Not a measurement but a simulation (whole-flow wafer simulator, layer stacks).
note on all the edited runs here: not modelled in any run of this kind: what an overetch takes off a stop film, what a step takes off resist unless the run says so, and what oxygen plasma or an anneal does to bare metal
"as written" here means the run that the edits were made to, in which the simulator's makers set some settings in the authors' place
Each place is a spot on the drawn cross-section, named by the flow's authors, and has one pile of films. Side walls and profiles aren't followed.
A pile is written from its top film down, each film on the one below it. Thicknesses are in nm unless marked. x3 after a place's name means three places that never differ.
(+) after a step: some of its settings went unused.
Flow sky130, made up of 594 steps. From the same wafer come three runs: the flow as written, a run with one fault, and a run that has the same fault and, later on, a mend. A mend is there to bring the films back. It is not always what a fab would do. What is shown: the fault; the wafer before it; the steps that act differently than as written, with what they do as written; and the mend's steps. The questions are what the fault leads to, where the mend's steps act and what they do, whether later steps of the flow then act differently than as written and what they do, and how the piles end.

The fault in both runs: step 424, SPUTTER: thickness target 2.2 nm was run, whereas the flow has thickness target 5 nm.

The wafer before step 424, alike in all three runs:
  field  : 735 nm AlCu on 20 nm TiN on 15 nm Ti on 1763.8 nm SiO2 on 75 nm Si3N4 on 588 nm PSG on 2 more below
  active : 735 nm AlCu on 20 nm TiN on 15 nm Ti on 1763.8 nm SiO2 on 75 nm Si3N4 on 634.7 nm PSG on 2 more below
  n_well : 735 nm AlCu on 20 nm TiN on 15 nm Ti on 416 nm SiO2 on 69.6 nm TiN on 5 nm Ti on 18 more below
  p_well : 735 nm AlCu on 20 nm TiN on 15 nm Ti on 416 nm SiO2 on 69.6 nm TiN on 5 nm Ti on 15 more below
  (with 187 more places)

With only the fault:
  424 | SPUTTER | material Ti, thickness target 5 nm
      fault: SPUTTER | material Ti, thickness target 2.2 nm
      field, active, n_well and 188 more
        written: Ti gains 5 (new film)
        fault: Ti gains 2.2 (new film)
  Steps further on in the flow that do not act as written (not shown: 17 more steps that differ only slightly, by at most 2% or 0.5 nm, whichever is larger):
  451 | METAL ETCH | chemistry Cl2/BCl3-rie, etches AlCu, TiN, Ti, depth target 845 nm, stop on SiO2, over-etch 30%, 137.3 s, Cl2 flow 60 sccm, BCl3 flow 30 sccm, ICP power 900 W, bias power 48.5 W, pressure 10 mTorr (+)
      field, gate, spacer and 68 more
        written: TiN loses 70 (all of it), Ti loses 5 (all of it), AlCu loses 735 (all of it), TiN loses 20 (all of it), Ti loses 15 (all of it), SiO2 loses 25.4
        fault: TiN loses 70 (all of it), Ti loses 2.2 (all of it), AlCu loses 735 (all of it), TiN loses 20 (all of it), Ti loses 15 (all of it), SiO2 loses 25.6
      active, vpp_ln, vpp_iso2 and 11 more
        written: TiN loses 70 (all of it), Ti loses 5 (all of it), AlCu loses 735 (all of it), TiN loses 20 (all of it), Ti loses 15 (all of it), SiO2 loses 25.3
        fault: TiN loses 70 (all of it), Ti loses 2.2 (all of it), AlCu loses 735 (all of it), TiN loses 20 (all of it), Ti loses 15 (all of it), SiO2 loses 25.6
  The piles end different from the flow's at n_well, p_well, gate_hv and 104 more by more than 2% or 0.5 nm, whichever is larger.
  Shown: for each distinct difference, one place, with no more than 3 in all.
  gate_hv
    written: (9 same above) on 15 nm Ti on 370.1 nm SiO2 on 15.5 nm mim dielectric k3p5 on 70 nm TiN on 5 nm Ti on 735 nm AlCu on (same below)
    fault: (9 same above) on 15 nm Ti on 372.9 nm SiO2 on 15.5 nm mim dielectric k3p5 on 70 nm TiN on 2.2 nm Ti on 735 nm AlCu on (same below)
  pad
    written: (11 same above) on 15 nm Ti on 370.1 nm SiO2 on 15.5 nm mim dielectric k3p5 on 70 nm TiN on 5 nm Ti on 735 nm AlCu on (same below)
    fault: (11 same above) on 15 nm Ti on 372.9 nm SiO2 on 15.5 nm mim dielectric k3p5 on 70 nm TiN on 2.2 nm Ti on 735 nm AlCu on (same below)
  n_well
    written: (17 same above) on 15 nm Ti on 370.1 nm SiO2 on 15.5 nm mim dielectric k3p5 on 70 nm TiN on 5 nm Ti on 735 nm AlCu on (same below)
    fault: (17 same above) on 15 nm Ti on 372.9 nm SiO2 on 15.5 nm mim dielectric k3p5 on 70 nm TiN on 2.2 nm Ti on 735 nm AlCu on (same below)

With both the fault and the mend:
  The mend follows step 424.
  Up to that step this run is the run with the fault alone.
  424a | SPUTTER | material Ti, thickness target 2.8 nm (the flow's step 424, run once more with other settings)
      field, active, n_well and 188 more
        Ti gains 2.8
  None of the later steps of the flow acts differently than as written at any place that is followed.
  The piles end the same as the flow's at every place that both follow.
